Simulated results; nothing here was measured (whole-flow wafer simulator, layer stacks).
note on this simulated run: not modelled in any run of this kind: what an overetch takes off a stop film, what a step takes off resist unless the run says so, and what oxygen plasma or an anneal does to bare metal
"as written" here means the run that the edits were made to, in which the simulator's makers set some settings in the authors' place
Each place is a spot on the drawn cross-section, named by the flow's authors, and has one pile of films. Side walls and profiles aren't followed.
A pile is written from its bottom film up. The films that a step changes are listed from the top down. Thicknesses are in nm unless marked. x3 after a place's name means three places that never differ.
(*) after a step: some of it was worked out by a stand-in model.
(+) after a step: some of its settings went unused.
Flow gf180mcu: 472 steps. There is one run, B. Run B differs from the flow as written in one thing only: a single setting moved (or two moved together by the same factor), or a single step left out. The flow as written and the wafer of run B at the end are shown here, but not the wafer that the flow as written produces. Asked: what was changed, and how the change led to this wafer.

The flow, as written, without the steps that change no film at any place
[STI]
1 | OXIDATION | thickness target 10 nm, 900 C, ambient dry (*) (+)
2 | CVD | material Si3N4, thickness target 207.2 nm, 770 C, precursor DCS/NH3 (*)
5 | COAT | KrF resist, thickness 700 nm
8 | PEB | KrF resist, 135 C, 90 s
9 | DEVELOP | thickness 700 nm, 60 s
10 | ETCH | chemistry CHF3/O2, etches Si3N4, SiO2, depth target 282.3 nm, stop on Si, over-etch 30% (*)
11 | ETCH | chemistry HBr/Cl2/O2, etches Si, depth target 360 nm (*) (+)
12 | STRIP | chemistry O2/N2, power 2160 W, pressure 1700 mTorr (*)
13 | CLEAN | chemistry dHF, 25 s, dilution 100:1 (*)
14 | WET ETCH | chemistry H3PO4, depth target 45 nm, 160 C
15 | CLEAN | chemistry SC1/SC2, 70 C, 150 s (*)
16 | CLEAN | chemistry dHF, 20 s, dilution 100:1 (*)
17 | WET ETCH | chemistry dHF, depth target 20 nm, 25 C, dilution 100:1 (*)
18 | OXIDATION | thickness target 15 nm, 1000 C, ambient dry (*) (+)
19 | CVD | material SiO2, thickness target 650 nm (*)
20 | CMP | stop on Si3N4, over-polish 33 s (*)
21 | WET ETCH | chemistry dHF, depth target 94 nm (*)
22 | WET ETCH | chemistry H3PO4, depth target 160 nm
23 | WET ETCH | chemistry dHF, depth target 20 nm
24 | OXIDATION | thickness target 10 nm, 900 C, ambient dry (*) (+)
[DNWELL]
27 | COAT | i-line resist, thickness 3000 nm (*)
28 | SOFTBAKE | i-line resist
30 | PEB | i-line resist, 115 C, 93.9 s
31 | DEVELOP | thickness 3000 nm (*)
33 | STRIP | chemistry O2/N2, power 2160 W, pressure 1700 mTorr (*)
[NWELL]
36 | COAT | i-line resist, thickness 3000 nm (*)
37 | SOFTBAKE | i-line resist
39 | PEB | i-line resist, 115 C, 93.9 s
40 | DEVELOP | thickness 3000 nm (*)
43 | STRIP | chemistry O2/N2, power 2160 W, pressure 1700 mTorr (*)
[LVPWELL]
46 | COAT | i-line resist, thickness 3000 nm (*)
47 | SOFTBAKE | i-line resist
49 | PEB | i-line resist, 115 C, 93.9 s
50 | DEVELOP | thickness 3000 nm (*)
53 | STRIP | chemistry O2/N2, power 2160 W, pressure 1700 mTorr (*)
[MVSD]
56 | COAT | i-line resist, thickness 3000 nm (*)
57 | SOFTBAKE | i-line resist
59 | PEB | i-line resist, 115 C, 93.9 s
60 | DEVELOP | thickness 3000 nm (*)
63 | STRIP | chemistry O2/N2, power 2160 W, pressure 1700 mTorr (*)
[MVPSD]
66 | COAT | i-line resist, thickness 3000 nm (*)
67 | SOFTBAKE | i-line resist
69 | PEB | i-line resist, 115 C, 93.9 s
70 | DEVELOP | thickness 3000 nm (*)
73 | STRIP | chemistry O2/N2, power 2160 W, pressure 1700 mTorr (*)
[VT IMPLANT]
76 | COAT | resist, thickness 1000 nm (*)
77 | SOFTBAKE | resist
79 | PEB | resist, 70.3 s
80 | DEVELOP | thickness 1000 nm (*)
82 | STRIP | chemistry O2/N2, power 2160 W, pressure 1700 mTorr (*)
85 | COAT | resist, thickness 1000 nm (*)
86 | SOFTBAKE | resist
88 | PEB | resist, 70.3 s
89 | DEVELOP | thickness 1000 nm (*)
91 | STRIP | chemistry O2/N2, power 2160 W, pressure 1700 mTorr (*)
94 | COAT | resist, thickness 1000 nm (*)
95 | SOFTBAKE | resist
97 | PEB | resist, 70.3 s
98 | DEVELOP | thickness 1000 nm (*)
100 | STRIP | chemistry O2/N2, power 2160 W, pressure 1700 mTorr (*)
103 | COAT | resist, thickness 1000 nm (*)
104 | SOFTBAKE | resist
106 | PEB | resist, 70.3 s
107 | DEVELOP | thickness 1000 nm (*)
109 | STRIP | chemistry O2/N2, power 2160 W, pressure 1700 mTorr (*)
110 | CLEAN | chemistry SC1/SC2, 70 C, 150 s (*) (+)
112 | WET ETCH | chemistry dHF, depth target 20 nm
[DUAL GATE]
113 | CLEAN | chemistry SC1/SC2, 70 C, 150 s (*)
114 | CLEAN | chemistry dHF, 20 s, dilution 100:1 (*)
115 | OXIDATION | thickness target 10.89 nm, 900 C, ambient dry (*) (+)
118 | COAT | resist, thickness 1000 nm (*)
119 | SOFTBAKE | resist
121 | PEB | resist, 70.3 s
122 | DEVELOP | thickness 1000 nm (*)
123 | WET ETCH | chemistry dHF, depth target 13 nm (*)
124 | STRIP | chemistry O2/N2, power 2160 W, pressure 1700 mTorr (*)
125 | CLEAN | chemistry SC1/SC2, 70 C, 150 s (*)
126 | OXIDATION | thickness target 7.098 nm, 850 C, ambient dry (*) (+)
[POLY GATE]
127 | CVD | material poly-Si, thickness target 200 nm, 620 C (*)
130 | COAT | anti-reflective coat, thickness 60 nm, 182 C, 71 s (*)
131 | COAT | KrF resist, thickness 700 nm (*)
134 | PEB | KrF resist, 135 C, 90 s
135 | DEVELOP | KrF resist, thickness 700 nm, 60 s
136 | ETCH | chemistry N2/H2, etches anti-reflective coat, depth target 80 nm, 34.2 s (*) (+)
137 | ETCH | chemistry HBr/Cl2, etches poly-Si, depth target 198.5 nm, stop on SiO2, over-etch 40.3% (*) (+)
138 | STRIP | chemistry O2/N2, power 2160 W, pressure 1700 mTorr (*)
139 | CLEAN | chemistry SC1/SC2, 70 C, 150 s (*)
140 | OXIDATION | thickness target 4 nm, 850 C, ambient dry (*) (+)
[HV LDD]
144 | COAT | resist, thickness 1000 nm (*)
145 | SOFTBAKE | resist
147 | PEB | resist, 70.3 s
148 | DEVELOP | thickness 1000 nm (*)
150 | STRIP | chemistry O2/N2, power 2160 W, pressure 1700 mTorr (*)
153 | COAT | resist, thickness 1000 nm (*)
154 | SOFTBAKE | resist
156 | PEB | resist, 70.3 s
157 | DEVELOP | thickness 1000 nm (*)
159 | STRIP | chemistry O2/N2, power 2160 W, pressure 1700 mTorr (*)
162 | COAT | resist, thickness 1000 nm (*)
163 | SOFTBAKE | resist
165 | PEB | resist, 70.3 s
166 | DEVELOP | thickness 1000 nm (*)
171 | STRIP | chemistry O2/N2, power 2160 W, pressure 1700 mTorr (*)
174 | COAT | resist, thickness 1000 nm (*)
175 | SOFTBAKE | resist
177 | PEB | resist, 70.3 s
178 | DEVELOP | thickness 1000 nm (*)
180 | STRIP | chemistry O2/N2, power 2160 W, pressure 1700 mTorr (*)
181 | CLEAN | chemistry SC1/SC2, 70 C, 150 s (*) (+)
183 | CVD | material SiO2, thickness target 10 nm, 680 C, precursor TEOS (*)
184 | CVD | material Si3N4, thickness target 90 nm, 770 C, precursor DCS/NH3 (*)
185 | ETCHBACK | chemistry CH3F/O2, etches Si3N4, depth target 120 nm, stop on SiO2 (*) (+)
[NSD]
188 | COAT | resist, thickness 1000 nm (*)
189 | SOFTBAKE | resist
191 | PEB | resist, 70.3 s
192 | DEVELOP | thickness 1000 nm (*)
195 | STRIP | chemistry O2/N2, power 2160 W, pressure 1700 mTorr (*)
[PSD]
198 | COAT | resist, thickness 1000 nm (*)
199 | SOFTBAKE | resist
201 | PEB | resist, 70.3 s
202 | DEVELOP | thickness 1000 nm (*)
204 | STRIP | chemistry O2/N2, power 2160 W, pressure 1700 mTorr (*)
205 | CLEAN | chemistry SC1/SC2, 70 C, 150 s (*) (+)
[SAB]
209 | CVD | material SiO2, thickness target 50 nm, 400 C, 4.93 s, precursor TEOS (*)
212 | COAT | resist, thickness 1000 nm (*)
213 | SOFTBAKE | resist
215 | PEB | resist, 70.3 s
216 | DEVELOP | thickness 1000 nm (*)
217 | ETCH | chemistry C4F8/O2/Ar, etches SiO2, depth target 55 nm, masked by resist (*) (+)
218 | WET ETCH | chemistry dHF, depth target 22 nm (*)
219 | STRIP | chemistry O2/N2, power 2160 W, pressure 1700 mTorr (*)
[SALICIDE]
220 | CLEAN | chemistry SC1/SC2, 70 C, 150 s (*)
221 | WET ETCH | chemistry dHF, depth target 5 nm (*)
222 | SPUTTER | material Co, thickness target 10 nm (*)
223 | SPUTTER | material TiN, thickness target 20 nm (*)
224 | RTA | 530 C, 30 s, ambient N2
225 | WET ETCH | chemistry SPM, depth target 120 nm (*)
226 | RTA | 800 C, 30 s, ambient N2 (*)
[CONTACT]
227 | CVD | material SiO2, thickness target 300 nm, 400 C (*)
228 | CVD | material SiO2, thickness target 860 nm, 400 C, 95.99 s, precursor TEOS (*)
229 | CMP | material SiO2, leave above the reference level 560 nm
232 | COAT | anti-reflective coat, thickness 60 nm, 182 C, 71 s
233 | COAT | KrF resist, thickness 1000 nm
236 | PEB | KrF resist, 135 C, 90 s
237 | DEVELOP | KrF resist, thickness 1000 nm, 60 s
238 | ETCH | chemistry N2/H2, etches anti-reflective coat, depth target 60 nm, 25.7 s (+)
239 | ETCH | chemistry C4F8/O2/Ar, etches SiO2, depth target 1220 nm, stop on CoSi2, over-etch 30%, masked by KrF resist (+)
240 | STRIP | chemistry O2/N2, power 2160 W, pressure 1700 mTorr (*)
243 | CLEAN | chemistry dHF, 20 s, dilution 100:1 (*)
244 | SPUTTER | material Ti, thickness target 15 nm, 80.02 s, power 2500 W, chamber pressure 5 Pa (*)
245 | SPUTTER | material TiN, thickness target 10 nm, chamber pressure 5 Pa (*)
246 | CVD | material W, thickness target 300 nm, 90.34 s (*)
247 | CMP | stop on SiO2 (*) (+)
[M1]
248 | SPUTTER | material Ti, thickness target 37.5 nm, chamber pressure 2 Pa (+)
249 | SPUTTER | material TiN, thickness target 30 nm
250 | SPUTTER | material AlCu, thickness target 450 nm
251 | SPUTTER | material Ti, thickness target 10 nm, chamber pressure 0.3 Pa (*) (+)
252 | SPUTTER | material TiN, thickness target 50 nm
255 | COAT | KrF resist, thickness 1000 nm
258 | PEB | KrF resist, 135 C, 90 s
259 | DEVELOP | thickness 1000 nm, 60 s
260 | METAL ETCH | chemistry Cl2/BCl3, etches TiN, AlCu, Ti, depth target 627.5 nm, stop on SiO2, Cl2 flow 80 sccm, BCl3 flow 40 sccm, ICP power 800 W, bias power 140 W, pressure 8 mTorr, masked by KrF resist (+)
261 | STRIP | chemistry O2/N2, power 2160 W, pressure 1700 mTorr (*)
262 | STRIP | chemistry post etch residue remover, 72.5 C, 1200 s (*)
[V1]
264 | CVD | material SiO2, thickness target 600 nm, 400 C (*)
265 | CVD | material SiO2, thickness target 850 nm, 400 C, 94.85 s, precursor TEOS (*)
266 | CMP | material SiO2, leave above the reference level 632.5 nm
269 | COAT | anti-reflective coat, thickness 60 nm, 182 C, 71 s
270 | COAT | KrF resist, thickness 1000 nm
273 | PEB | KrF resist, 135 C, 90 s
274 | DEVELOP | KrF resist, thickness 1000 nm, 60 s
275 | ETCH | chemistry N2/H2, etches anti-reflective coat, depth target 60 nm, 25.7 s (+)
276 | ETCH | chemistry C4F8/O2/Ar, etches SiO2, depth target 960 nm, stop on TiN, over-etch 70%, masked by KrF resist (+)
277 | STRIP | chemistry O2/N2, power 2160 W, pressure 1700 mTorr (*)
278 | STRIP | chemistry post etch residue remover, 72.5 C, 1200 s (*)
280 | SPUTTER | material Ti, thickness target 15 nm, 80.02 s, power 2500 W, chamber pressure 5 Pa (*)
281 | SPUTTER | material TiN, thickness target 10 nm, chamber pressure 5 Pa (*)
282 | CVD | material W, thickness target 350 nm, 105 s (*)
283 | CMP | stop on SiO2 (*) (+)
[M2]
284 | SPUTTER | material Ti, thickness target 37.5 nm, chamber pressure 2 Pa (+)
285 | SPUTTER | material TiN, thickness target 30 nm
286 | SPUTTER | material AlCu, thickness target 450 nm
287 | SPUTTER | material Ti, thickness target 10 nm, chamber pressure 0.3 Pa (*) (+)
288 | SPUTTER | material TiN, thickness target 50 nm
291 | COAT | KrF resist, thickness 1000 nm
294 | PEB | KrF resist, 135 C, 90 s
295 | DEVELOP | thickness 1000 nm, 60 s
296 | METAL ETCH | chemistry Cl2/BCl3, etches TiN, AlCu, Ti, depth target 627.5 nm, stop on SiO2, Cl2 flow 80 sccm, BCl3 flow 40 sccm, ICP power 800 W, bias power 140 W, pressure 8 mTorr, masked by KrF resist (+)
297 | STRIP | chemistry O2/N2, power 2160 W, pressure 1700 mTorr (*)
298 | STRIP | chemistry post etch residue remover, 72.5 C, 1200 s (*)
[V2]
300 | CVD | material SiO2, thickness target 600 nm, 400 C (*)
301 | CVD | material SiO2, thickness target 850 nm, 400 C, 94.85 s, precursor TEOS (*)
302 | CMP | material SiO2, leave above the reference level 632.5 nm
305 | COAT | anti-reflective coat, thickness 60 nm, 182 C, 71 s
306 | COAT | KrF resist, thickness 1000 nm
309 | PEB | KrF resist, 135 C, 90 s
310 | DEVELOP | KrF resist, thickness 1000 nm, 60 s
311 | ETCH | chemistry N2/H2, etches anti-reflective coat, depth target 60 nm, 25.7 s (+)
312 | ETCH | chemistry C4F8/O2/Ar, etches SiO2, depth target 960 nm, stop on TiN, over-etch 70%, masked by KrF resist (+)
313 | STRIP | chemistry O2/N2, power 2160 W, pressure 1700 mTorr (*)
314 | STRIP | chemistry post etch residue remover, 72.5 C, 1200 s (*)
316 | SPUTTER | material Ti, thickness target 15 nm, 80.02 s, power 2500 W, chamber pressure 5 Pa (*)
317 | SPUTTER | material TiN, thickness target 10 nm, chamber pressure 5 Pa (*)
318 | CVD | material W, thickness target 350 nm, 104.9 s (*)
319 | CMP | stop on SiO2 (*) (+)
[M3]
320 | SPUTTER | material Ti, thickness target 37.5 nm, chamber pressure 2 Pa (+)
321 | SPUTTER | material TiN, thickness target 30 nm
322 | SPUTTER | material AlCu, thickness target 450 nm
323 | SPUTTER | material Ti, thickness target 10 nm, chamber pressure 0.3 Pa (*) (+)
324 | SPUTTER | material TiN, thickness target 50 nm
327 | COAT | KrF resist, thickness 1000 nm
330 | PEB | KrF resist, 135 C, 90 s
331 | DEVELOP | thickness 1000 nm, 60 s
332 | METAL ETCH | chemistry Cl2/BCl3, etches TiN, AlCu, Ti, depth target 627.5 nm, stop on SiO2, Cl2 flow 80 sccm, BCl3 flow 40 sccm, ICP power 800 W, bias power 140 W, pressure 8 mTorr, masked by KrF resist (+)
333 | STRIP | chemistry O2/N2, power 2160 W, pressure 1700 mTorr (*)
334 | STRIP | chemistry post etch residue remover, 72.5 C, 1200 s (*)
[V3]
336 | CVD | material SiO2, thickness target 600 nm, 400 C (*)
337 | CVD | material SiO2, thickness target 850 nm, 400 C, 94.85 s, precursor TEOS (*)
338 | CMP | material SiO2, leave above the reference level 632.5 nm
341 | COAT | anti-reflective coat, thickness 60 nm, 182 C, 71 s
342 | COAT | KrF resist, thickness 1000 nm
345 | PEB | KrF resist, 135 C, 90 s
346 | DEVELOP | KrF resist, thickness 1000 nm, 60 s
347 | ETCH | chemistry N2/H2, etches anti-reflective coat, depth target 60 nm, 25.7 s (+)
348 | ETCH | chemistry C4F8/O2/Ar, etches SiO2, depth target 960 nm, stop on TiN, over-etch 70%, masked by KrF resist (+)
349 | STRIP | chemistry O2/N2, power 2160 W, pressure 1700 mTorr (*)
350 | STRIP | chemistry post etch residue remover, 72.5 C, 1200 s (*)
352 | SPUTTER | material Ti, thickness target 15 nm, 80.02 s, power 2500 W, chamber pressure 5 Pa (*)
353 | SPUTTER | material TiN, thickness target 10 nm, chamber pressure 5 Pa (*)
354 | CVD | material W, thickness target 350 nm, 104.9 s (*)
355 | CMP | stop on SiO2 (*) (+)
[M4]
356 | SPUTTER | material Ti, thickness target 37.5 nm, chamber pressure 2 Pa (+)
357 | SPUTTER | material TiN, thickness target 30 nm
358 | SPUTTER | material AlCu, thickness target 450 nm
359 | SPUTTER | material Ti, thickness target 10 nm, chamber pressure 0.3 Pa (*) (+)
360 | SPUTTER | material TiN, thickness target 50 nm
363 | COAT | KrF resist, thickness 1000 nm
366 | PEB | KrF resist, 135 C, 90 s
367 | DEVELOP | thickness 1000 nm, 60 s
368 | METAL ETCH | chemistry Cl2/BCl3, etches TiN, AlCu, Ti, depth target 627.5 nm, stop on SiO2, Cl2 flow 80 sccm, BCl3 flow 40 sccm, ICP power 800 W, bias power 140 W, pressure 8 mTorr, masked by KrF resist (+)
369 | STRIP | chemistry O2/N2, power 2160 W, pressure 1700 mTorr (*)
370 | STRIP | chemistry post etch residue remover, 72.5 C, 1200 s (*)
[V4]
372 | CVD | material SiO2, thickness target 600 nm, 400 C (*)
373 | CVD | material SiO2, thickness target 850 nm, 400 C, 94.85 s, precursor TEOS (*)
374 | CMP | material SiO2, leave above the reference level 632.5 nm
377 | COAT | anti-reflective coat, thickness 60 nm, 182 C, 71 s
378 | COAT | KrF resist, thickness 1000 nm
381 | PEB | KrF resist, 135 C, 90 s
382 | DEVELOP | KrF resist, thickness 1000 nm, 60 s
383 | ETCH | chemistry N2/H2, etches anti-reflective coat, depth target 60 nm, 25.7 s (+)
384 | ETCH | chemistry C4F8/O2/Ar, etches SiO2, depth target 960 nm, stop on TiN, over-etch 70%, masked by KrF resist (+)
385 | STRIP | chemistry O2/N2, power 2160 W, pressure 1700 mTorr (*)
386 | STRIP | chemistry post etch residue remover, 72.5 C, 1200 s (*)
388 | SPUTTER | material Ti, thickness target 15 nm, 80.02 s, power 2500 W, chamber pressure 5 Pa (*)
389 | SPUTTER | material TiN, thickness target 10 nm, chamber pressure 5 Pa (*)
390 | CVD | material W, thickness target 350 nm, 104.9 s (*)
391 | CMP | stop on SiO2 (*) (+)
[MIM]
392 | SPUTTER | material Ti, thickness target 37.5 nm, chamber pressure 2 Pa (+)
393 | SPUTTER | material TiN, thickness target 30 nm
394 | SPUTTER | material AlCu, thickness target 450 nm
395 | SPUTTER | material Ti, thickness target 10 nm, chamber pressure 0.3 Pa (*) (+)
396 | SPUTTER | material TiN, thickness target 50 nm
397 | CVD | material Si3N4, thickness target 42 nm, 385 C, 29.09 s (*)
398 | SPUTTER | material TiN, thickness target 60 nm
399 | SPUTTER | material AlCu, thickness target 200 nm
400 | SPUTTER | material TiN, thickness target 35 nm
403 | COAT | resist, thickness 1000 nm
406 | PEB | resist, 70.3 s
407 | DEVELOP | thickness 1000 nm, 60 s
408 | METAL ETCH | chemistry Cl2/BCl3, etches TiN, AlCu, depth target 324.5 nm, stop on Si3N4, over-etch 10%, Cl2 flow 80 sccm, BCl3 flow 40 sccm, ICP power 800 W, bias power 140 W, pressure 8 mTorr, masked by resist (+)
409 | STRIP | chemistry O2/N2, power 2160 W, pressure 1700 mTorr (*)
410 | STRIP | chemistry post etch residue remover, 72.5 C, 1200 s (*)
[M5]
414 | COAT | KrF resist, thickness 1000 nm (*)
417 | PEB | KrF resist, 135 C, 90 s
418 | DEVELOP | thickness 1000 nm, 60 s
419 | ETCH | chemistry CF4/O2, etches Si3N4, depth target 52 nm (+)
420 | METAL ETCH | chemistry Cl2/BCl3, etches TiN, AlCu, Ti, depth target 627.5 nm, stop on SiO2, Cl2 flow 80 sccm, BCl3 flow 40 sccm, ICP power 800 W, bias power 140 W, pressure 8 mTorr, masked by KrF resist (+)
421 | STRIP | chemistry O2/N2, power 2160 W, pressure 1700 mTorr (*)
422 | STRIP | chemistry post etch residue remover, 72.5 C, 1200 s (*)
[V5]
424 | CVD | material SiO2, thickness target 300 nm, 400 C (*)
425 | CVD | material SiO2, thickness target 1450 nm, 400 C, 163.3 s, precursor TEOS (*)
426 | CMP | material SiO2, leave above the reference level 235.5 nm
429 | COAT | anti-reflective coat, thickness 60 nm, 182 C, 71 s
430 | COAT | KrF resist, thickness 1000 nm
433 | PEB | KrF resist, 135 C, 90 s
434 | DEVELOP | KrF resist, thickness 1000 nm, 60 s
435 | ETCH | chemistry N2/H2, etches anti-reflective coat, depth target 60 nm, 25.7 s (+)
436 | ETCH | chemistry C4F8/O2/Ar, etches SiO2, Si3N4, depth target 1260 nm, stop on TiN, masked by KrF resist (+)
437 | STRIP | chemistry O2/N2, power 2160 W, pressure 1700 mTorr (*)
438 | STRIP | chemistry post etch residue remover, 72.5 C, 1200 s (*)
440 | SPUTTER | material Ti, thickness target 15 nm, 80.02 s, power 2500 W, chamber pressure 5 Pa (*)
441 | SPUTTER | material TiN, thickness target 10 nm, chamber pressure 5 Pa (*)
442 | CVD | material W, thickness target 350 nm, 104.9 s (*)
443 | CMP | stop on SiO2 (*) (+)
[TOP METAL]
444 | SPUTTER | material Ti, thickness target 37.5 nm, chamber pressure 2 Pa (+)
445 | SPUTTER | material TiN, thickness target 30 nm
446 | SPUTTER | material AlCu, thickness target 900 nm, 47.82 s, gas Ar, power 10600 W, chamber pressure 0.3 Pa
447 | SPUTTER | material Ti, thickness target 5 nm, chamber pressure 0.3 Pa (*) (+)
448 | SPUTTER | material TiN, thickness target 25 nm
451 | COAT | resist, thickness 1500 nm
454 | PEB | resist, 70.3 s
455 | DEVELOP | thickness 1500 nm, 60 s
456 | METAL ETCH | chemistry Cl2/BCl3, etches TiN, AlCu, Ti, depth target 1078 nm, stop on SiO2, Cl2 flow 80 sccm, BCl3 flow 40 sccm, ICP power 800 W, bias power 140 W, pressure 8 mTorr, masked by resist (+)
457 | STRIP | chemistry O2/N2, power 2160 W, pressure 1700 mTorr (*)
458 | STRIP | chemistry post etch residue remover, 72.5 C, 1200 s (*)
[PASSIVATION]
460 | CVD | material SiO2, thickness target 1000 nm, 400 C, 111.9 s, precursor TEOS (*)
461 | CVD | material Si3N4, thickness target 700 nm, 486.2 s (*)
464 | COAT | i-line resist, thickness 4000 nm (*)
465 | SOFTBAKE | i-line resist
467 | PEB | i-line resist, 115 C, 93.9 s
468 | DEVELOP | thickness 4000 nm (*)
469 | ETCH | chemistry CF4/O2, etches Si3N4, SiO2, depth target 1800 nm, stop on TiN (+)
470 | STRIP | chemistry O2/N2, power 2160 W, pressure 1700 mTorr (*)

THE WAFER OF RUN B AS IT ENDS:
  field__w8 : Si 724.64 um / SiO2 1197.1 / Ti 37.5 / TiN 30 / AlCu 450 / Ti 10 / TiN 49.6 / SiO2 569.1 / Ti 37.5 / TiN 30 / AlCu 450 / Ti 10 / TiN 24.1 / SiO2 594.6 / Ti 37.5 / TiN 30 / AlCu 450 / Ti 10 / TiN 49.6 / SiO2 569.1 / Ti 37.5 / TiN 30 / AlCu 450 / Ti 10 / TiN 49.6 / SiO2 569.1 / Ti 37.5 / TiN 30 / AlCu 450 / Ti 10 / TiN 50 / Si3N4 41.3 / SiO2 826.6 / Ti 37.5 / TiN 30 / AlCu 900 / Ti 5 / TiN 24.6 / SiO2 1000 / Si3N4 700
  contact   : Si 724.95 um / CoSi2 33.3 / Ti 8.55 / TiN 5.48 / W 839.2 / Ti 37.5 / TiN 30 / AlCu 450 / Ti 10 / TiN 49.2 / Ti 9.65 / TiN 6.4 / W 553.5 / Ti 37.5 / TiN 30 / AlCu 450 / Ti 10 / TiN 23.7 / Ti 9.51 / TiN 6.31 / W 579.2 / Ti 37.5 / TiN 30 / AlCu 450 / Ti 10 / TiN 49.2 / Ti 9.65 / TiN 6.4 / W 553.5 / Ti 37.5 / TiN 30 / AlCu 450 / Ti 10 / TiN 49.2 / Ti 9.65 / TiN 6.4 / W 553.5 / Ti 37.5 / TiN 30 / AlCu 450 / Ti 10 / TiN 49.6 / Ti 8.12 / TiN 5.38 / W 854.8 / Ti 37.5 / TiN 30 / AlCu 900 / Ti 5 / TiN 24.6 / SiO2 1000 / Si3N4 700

Cause: step 288, SPUTTER: thickness target 24.5 nm was run, while the flow as written has thickness target 50 nm.

Step by step, how the change led to this:
  288 | SPUTTER | material TiN, thickness target 50 nm
      field, field__w1, field__w2 and 108 more: TiN gains 24.5 (new film) (it would be, as written: TiN gains 50 (new film))
  296 | METAL ETCH | chemistry Cl2/BCl3, etches TiN, AlCu, Ti, depth target 627.5 nm, stop on SiO2, Cl2 flow 80 sccm, BCl3 flow 40 sccm, ICP power 800 W, bias power 140 W, pressure 8 mTorr, masked by KrF resist (+)
      field, field__w1, field__w2 and 103 more: TiN loses 24.5 (all of it), Ti loses 10 (all of it), AlCu loses 450 (all of it), TiN loses 30 (all of it), Ti loses 37.5 (all of it) (it would be, as written: TiN loses 50 (all of it), Ti loses 10 (all of it), AlCu loses 450 (all of it), TiN loses 30 (all of it), Ti loses 37.5 (all of it))
  302 | CMP | material SiO2, leave above the reference level 632.5 nm
      field__w8, contact, m1, m1__w1, m1_nw: SiO2 loses 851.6 (it would be, as written: SiO2 loses 877.1)
  312 | ETCH | chemistry C4F8/O2/Ar, etches SiO2, depth target 960 nm, stop on TiN, over-etch 70%, masked by KrF resist (+)
      contact: SiO2 loses 598 (all of it) (it would be, as written: SiO2 loses 572.5 (all of it))
  318 | CVD | material W, thickness target 350 nm, 104.9 s (*)
      contact: W gains 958 (new film) (it would be, as written: W gains 932.3 (new film))
